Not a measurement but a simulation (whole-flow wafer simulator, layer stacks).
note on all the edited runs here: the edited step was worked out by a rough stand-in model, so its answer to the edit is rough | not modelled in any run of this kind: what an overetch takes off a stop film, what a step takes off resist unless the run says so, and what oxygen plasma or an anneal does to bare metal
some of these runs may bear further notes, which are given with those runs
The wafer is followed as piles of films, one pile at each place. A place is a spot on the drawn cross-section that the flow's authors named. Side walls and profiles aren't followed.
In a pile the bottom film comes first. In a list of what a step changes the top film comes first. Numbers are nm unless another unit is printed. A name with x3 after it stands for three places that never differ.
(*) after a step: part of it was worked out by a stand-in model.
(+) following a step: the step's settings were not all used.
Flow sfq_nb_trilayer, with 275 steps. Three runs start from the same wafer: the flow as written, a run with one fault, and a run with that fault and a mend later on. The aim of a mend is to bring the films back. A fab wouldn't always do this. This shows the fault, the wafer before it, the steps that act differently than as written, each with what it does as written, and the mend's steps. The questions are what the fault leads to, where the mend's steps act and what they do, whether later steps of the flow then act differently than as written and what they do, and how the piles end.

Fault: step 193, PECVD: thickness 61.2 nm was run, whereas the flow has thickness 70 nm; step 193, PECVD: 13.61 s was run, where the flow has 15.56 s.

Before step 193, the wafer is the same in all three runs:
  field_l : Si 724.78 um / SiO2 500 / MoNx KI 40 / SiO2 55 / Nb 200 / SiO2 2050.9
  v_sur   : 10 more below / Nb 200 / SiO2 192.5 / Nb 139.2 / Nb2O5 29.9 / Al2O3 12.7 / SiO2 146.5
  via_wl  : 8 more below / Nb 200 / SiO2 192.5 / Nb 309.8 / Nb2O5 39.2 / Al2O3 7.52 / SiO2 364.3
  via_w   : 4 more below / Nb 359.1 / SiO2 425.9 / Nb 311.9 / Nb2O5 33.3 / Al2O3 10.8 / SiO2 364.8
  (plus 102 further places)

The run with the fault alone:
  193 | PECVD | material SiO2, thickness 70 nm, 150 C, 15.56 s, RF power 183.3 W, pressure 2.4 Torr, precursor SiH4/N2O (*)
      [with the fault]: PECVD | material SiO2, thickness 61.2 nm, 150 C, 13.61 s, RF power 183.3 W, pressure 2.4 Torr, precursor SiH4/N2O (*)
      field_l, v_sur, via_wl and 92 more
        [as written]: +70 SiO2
        [with the fault]: +61.2 SiO2
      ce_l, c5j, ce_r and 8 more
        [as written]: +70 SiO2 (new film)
        [with the fault]: +61.2 SiO2 (new film)
  Steps further on in the flow that do not act as written (13 more steps, not shown, differ only slightly: by at most 2% or 0.5 nm, whichever is larger):
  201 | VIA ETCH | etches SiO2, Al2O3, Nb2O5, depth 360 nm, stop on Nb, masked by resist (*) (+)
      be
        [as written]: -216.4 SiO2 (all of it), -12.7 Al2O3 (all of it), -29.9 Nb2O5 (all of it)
        [with the fault]: -207.6 SiO2 (all of it), -12.7 Al2O3 (all of it), -29.9 Nb2O5 (all of it)
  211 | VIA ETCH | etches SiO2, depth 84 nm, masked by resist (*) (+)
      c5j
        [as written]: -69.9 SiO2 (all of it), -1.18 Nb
        [with the fault]: -61.1 SiO2 (all of it), -1.91 Nb
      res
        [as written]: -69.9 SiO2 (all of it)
        [with the fault]: -61.1 SiO2 (all of it)
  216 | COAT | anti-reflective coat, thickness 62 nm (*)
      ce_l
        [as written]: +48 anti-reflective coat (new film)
        [with the fault]: +50.2 anti-reflective coat (new film)
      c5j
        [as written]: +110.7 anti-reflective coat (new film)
        [with the fault]: +105 anti-reflective coat (new film)
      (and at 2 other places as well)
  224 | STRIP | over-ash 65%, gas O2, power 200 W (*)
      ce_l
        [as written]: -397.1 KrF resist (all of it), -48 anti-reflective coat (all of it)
        [with the fault]: -396 KrF resist (all of it), -50.2 anti-reflective coat (all of it)
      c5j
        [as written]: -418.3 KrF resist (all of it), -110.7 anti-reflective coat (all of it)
        [with the fault]: -414.3 KrF resist (all of it), -105 anti-reflective coat (all of it)
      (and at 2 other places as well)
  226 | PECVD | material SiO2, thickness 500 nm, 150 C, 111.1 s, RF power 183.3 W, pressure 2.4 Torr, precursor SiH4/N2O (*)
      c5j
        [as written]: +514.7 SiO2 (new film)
        [with the fault]: +503.8 SiO2 (new film)
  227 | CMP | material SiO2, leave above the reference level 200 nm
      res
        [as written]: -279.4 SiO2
        [with the fault]: -289.9 SiO2
  At v_sur, via_wl, via_w and 20 more, the piles at the end differ from the flow's by more than 2% or 0.5 nm, whichever is larger.
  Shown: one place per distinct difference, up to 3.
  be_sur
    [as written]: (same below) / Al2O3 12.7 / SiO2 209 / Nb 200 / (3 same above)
    [with the fault]: (same below) / Al2O3 12.7 / SiO2 200.2 / Nb 200 / (3 same above)
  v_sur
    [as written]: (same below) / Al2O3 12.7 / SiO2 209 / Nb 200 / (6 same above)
    [with the fault]: (same below) / Al2O3 12.7 / SiO2 200.2 / Nb 200 / (6 same above)
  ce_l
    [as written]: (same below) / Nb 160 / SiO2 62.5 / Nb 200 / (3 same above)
    [with the fault]: (same below) / Nb 160 / SiO2 53.7 / Nb 200 / (3 same above)

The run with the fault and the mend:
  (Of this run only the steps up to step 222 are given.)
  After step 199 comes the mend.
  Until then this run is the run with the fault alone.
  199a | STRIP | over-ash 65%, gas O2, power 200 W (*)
      p4_fl x3, p4_w1 x9, p4_g1 x2 and 33 more
        -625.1 KrF resist (all of it), -62 anti-reflective coat (all of it)
      wl_b_m5, wl_b_sr, wl_c_sl and 12 more
        -625 KrF resist (all of it), -62 anti-reflective coat (all of it)
      field_l, v_sur, via_wl, via_w
        -625.7 KrF resist (all of it), -62.2 anti-reflective coat (all of it)
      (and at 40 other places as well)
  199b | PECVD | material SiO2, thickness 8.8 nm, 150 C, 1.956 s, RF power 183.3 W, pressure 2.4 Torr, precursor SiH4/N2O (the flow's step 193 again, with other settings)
      field_l, v_sur, via_wl and 103 more
        +8.8 SiO2
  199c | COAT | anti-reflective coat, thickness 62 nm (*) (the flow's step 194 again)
      p4_fl x3, p4_w1 x9, p4_g1 x2 and 50 more
        +62 anti-reflective coat (new film)
      via_wr, via_sp, via_v, wire, lsp_r, l0_sur, l0v
        +62.3 anti-reflective coat (new film)
      be, be_sur, gap, lsp_m, ln_m6
        +62.4 anti-reflective coat (new film)
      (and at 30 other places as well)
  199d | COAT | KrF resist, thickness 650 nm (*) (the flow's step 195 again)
      p4_fl x3, p4_w1 x9, p4_g1 x2 and 33 more
        +650 KrF resist (new film)
      wl_b_m5, wl_b_sr, wl_c_sl and 12 more
        +649.9 KrF resist (new film)
      v_sur, via_wl, via_w
        +650.6 KrF resist (new film)
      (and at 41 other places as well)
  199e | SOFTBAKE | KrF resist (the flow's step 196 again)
      does not change any film at any place that is followed
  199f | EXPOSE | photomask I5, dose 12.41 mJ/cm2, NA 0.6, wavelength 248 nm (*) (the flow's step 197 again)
      does not change any film at any place that is followed
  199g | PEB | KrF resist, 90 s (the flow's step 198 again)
      field_l, v_sur, via_wl and 87 more
        -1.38 KrF resist
      jj_sur, ce_l, sp_r, moat, field_r, wl_jj
        -1.39 KrF resist
      be_r, r_sur, res, r_end
        -1.33 KrF resist
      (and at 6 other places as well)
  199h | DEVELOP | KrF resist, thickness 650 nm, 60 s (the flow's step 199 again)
      field_l, v_sur, via_wl and 102 more
        -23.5 KrF resist
      be
        -649.8 KrF resist (all of it)
  Later steps of the flow up to step 222 that are run all act as written at every place that is followed, up to a difference of at most 2% or 0.5 nm, whichever is larger.
  After step 222 the piles are close to the flow's at the places that both follow, differing by at most 2% or 0.5 nm, whichever is larger.
